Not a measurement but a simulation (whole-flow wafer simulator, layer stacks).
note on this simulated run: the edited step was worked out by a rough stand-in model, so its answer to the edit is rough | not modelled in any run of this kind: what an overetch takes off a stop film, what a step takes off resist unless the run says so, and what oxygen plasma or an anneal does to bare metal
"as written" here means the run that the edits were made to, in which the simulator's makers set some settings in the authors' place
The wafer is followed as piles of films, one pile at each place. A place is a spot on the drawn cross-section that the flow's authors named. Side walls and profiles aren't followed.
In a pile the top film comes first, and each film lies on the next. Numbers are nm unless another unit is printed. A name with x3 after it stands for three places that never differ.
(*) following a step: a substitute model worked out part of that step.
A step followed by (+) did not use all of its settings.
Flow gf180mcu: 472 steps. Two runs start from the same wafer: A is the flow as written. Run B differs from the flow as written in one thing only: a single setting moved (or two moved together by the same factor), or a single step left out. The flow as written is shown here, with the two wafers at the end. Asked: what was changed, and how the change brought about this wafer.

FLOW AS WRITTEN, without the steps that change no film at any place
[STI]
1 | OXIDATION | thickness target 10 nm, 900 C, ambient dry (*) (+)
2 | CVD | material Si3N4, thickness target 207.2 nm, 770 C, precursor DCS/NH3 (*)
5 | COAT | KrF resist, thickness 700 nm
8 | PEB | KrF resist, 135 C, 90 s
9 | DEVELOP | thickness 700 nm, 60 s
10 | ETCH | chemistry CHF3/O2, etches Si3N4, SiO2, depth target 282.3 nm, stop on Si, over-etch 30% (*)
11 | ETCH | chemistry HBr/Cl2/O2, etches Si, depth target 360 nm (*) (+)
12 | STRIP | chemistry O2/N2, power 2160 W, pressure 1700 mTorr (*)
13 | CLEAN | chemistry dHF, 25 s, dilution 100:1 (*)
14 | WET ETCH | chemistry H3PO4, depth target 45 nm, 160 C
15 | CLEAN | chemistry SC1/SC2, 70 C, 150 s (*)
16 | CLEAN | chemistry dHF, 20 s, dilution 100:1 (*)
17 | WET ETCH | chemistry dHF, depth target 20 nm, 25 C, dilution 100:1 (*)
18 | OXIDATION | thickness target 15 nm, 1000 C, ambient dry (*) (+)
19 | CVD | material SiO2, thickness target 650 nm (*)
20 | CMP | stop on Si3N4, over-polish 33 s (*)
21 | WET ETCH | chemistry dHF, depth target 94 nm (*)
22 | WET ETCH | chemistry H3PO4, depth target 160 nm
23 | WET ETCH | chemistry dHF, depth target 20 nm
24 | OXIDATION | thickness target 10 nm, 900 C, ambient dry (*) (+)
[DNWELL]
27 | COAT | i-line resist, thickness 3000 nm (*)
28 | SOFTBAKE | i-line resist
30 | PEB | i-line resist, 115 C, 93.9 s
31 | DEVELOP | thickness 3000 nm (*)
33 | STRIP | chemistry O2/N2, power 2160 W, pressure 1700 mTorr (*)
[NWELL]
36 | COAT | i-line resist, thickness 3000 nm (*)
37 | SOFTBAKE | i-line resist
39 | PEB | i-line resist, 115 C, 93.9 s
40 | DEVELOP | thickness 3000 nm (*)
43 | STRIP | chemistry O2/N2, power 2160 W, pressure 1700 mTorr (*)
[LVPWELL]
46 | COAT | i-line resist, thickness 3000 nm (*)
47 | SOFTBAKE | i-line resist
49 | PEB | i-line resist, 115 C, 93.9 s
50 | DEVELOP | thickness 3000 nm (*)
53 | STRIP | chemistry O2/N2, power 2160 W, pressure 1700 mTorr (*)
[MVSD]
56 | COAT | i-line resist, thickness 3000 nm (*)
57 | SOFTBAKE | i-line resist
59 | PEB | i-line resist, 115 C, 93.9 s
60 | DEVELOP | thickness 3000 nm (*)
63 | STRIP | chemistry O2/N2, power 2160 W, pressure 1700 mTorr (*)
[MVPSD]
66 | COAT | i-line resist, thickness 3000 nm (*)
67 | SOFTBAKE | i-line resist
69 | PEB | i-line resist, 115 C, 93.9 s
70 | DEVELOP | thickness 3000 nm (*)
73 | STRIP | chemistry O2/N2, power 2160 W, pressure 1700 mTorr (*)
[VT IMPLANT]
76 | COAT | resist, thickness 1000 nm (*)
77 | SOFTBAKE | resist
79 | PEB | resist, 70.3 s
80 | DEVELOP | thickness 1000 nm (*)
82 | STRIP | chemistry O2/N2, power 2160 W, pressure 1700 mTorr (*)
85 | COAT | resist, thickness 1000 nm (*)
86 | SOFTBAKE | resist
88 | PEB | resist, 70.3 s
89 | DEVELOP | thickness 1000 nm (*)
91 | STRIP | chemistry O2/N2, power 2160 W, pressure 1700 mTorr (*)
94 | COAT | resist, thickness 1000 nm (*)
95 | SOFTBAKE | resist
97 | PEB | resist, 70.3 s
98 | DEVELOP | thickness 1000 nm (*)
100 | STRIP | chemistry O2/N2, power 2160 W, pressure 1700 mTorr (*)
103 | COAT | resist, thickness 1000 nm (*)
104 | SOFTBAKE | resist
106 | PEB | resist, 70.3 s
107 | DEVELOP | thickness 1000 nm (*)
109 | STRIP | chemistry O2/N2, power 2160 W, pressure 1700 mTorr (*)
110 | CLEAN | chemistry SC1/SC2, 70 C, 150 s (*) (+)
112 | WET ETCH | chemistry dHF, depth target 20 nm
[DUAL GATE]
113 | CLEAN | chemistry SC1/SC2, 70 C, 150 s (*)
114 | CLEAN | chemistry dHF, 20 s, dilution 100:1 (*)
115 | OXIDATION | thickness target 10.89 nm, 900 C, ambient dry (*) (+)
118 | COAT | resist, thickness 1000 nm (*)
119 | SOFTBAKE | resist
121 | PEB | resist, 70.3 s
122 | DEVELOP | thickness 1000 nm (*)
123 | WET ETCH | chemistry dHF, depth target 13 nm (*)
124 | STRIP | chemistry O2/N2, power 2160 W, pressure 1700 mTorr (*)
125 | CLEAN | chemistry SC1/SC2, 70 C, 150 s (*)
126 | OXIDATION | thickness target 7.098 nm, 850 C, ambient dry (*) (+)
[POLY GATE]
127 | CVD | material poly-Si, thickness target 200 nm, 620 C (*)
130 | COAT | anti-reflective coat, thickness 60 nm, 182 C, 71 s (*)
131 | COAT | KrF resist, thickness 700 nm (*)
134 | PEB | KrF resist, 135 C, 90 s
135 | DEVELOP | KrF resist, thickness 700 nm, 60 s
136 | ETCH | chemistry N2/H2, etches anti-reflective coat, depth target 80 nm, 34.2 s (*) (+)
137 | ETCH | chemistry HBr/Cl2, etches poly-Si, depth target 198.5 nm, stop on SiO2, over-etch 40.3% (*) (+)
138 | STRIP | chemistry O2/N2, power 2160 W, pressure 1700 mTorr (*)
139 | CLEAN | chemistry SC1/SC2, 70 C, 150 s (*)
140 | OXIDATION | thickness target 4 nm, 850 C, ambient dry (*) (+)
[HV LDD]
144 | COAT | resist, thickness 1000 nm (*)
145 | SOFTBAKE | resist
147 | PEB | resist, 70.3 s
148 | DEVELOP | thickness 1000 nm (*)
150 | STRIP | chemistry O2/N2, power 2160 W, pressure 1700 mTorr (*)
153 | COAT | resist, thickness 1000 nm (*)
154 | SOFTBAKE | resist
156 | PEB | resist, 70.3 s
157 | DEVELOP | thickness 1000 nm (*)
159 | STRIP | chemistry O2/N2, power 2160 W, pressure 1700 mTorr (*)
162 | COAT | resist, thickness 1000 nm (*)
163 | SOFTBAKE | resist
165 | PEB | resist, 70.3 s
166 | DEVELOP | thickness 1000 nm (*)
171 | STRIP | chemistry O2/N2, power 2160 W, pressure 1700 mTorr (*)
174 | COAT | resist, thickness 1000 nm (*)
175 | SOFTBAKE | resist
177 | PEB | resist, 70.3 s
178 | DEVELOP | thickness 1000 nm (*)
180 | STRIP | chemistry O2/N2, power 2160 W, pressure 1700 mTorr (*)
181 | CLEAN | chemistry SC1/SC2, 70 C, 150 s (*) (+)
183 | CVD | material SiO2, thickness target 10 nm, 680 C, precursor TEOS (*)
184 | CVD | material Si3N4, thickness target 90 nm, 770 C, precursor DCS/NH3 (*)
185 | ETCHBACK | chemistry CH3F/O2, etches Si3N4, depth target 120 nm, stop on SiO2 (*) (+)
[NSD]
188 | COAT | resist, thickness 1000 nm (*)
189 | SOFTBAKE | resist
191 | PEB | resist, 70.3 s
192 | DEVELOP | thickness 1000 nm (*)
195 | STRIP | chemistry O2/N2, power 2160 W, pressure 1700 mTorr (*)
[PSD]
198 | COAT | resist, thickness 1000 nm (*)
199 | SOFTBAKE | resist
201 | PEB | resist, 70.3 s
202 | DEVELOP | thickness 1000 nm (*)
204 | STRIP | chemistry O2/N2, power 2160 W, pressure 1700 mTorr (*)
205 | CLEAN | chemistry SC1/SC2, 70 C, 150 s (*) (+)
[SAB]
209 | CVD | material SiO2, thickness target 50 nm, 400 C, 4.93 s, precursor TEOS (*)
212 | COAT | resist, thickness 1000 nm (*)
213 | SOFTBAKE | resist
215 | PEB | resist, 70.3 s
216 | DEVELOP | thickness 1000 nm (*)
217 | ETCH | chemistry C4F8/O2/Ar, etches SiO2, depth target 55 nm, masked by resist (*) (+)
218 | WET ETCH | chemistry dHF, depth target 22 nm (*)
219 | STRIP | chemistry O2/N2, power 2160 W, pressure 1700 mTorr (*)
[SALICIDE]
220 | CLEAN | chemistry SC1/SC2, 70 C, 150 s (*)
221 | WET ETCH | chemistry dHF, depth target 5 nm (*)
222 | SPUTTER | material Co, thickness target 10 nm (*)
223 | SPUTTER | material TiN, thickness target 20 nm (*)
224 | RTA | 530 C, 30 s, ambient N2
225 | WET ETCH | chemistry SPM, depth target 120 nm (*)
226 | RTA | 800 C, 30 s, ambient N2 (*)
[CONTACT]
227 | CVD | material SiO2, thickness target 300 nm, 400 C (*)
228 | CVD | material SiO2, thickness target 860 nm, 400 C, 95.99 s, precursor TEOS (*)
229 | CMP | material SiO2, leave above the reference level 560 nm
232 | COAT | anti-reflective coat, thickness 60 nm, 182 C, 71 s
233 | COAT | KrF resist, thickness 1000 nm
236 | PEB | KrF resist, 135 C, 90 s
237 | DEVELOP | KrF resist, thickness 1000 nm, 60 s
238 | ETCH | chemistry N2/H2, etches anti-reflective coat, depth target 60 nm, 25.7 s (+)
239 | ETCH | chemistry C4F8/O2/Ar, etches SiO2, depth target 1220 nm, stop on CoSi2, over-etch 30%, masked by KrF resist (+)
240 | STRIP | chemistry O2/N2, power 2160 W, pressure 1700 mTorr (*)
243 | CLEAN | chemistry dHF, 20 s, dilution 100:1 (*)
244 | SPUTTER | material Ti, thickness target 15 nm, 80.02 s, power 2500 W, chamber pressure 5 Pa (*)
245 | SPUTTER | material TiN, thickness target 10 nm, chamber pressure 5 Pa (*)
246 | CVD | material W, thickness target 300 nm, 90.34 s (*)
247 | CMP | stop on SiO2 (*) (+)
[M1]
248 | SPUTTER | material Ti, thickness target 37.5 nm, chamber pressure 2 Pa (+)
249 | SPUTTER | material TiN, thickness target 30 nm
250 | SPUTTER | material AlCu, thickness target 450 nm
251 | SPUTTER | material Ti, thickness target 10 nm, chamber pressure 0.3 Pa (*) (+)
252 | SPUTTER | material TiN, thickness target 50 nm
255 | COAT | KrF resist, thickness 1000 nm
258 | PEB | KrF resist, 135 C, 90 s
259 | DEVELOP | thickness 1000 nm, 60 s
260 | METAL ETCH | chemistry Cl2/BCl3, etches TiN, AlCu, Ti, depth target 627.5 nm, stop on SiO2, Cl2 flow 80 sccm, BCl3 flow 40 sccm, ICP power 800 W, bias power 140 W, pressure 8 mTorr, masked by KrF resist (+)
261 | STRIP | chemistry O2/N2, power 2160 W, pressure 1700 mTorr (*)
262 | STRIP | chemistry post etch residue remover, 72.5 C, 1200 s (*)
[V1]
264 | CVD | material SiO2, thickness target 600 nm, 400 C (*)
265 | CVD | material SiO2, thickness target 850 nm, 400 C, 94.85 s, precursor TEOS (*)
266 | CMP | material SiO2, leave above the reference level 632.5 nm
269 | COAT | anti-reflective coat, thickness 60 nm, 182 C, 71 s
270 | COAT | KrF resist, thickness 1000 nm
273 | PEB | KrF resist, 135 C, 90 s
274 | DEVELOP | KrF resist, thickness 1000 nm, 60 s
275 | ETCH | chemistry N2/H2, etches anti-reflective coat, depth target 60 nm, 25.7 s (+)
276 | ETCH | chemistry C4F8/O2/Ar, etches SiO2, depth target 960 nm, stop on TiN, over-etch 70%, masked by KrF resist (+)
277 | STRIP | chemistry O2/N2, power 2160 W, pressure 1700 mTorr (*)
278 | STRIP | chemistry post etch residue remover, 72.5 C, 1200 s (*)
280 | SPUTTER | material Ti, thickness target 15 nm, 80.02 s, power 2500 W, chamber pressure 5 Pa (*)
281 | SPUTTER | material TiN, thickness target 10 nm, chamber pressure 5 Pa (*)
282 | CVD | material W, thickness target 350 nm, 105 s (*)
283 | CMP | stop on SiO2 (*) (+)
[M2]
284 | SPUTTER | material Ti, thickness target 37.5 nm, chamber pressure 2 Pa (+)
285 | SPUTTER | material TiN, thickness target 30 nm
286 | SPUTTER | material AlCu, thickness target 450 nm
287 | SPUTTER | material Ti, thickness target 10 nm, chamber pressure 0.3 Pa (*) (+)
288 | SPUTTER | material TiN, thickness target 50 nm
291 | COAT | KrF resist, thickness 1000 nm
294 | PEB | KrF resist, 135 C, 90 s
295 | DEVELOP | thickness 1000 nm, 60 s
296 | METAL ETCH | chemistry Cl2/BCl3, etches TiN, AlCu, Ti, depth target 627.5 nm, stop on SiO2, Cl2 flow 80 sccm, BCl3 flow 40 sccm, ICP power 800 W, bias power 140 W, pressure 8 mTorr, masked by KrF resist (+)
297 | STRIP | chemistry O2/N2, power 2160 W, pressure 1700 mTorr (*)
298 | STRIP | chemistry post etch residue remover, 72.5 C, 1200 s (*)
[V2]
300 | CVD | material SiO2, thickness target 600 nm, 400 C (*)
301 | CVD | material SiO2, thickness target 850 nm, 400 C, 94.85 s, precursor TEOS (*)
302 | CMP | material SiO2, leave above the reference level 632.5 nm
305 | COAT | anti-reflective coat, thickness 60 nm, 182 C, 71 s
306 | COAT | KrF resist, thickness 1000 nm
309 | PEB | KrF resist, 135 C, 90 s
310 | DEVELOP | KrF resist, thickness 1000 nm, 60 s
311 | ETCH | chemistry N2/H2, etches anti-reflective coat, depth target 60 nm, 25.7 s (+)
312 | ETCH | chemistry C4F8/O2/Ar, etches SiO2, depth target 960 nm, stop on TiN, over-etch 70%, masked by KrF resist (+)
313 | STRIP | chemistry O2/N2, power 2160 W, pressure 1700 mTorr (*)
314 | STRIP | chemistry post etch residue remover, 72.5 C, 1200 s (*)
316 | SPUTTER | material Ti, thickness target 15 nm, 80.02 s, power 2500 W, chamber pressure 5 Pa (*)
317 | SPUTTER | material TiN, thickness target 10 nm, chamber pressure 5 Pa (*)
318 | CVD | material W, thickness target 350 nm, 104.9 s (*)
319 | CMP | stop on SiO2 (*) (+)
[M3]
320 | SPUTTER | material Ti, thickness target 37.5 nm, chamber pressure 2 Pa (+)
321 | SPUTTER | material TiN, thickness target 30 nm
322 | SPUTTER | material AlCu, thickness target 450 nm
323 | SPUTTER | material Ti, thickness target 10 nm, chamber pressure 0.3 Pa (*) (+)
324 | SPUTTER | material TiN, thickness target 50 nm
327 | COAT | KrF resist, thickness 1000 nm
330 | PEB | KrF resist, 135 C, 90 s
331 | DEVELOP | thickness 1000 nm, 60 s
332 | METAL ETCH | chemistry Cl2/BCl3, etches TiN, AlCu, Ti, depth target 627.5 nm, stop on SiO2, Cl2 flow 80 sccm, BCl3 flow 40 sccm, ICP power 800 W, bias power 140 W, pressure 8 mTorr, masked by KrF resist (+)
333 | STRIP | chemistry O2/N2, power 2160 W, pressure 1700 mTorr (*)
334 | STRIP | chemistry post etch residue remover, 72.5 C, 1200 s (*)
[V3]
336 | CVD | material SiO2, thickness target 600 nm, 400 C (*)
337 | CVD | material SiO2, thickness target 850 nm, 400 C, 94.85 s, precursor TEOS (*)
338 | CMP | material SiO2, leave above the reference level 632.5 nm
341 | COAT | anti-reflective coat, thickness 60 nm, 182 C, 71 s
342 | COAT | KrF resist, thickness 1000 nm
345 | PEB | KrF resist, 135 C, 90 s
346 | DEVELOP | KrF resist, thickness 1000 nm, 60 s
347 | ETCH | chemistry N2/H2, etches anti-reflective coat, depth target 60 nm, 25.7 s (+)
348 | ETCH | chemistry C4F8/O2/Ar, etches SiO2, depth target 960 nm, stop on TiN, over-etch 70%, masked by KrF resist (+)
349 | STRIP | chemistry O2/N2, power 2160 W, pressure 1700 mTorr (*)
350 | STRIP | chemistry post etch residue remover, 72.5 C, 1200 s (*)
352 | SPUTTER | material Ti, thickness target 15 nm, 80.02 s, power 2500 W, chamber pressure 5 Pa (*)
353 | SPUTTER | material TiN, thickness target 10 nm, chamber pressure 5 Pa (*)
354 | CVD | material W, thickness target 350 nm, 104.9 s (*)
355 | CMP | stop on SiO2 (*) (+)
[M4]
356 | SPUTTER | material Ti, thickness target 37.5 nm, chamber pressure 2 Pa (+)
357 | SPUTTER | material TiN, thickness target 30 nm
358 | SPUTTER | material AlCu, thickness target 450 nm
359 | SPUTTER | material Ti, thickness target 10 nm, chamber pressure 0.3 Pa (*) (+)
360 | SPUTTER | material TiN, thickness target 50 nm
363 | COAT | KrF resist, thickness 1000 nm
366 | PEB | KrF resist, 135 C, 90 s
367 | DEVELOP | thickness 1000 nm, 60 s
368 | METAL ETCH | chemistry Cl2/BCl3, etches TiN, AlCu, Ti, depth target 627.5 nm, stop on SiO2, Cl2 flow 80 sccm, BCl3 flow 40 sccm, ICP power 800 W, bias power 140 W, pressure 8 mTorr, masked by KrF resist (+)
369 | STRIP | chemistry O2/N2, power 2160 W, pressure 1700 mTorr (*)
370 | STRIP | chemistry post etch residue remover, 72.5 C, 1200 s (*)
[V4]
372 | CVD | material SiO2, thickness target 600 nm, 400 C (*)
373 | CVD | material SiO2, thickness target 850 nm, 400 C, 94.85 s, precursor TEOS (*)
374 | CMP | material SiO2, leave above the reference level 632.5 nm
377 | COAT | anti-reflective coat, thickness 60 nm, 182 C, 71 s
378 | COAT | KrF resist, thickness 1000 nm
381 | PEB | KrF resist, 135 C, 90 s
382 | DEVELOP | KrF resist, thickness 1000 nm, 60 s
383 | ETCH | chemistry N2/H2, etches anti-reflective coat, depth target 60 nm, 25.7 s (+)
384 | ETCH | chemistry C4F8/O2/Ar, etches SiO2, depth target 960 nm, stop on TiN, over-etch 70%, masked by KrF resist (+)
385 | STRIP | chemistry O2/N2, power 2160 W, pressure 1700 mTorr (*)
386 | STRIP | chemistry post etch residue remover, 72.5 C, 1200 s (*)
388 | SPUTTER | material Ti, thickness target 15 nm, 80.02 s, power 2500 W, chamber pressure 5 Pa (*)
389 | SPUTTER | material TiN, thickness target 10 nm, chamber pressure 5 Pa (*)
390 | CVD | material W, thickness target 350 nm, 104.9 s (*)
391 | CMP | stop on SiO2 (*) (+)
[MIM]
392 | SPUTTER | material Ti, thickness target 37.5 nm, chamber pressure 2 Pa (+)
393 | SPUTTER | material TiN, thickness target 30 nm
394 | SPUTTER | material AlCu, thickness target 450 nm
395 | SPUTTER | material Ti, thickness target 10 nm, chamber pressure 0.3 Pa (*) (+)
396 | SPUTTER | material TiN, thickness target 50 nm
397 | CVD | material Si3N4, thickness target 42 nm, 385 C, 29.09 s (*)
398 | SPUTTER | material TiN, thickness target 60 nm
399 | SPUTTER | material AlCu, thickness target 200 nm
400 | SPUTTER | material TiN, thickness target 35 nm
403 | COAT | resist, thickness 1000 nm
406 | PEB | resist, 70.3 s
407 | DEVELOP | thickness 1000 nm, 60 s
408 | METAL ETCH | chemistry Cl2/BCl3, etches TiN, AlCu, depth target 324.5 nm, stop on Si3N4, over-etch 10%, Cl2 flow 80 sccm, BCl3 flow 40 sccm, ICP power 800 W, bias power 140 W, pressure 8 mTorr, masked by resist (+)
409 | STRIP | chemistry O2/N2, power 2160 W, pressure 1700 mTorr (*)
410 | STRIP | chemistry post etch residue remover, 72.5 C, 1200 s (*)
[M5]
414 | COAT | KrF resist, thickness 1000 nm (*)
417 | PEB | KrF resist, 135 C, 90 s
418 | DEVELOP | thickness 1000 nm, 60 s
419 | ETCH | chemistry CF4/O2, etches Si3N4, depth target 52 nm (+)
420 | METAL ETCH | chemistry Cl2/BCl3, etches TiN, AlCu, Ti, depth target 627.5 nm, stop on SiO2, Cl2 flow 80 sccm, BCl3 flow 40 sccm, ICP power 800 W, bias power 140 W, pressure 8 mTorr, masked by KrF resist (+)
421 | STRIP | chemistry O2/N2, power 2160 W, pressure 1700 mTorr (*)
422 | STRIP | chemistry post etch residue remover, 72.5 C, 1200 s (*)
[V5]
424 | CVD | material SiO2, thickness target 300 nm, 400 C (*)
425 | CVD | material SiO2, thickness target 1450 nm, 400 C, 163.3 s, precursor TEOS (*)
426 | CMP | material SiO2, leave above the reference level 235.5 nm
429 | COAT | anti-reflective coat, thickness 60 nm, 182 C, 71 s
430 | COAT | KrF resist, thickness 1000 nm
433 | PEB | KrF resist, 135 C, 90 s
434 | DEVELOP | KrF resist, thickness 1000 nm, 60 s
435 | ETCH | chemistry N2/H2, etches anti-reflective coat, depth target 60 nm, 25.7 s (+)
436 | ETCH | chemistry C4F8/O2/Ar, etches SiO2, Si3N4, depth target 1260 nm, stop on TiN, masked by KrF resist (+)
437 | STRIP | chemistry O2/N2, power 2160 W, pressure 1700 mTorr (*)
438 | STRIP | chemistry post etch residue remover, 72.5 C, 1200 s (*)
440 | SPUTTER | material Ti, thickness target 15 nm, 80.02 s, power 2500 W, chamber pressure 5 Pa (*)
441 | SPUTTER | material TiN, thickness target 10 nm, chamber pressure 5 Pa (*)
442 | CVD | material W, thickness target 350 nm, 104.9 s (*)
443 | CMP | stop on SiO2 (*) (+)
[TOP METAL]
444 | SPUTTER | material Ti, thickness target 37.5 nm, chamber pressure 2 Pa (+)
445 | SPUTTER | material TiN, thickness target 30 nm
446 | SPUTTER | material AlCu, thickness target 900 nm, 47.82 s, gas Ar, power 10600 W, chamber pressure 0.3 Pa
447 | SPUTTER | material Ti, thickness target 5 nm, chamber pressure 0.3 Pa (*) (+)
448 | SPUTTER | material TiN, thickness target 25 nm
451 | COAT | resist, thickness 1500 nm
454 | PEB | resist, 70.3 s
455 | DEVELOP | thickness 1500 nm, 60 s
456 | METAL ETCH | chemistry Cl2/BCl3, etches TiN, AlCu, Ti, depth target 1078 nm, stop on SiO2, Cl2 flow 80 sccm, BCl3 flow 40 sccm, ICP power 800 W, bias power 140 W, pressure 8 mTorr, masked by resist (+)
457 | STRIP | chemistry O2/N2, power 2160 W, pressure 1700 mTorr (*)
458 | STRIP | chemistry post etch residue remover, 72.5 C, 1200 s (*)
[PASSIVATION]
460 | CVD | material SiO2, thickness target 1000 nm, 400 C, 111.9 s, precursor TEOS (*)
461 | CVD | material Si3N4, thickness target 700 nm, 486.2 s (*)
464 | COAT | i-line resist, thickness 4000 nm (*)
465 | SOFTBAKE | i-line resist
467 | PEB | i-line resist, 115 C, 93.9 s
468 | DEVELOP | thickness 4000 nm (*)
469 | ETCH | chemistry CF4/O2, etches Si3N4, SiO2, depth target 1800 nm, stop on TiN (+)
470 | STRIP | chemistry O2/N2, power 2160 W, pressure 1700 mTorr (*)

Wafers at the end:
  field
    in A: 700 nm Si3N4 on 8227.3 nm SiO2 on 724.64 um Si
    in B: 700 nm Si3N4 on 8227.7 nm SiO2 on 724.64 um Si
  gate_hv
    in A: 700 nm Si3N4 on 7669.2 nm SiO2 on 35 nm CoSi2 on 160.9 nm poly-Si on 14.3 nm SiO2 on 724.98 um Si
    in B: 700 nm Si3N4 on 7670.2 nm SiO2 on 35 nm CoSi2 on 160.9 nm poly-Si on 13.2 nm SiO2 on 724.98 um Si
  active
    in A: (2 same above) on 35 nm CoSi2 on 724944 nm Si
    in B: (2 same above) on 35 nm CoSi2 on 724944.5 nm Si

What caused this: step 126, OXIDATION: thickness target 5.856 nm was run, whereas the flow has thickness target 7.098 nm.

The path from the change to this, step by step:
  126 | OXIDATION | thickness target 7.098 nm, 850 C, ambient dry (*) (+)
      gate_hv, active_hv, active_nat and 25 more: A SiO2 gains 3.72, Si loses 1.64 | B SiO2 gains 2.67, Si loses 1.17
      active, n_well, p_well and 12 more: A SiO2 gains 7.1 (new film), chemical SiO2 loses 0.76 (all of it), Si loses 2.79 | B SiO2 gains 5.86 (new film), chemical SiO2 loses 0.76 (all of it), Si loses 2.24
  189 | SOFTBAKE | resist
      field__w9: A resist gains 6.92 | B resist loses 3.07
  199 | SOFTBAKE | resist
      field__w9: A resist gains 6.92 | B resist loses 3.07
  218 | WET ETCH | chemistry dHF, depth target 22 nm (*)
      active, p_well, sd_n, iso_ptap_pw, iso_ntap_nw, iso_ptap_sub, vpnp_e: A SiO2 loses 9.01 (all of it) | B SiO2 loses 7.87 (all of it)
      ldn_tap, ldn_src, ldn_drn, ldp_tap, ldp_src, ldp_drn, ldp_gr: A SiO2 loses 16 (all of it) | B SiO2 loses 15 (all of it)
      (and at 9 other places as well)
  223 | SPUTTER | material TiN, thickness target 20 nm (*)
      field__w12: A TiN gains 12 (new film) | B TiN gains 12.6 (new film)
  225 | WET ETCH | chemistry SPM, depth target 120 nm (*)
      field__w12: A TiN loses 12 (all of it), Co loses 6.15 (all of it) | B TiN loses 12.6 (all of it), Co loses 6.15 (all of it)
